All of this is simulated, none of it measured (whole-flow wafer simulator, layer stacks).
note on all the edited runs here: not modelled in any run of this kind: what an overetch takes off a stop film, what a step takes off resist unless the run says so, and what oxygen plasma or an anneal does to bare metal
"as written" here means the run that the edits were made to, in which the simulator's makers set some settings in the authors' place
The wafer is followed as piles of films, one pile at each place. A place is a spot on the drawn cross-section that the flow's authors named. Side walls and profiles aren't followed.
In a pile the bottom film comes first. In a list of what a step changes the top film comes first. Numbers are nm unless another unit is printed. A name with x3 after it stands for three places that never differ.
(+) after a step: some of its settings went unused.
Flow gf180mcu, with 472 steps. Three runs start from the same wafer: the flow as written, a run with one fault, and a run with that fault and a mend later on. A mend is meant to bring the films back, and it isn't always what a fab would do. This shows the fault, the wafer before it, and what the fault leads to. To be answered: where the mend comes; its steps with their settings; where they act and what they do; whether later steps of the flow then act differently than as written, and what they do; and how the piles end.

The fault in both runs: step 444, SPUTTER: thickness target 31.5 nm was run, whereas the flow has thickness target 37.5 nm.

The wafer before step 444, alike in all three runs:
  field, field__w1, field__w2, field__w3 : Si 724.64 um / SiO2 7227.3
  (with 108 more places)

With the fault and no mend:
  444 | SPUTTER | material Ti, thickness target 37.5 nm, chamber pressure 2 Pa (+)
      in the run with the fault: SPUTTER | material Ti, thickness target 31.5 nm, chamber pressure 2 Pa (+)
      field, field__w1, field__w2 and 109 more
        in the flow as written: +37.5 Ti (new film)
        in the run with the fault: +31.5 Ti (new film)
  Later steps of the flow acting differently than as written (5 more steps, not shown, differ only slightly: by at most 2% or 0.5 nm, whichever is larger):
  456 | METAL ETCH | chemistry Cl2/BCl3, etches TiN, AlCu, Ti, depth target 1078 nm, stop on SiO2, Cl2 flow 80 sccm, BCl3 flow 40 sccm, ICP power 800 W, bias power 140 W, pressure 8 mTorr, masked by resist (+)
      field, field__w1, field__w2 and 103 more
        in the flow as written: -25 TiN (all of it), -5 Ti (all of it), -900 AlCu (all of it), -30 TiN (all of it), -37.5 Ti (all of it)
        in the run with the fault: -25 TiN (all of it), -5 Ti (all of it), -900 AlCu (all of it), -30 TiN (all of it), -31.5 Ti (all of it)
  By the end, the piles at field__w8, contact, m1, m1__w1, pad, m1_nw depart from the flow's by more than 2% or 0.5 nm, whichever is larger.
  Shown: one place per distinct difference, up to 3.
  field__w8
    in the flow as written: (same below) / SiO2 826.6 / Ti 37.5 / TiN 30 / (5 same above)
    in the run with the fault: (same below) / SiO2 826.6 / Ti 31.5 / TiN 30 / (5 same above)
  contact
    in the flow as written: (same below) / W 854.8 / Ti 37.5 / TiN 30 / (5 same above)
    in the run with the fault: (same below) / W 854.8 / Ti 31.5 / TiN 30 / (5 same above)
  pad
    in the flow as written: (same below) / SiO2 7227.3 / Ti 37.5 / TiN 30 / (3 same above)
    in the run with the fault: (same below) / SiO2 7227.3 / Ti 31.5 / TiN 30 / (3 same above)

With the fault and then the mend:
  After step 444 comes the mend.
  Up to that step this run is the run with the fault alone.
  444a | SPUTTER | material Ti, thickness target 6 nm, chamber pressure 2 Pa (+) (the flow's step 444, run once more with other settings)
      field, field__w1, field__w2 and 109 more
        +6 Ti
  None of the later steps of the flow acts differently than as written at any place that is followed.
  At every place that both follow, the piles at the end match the flow's.
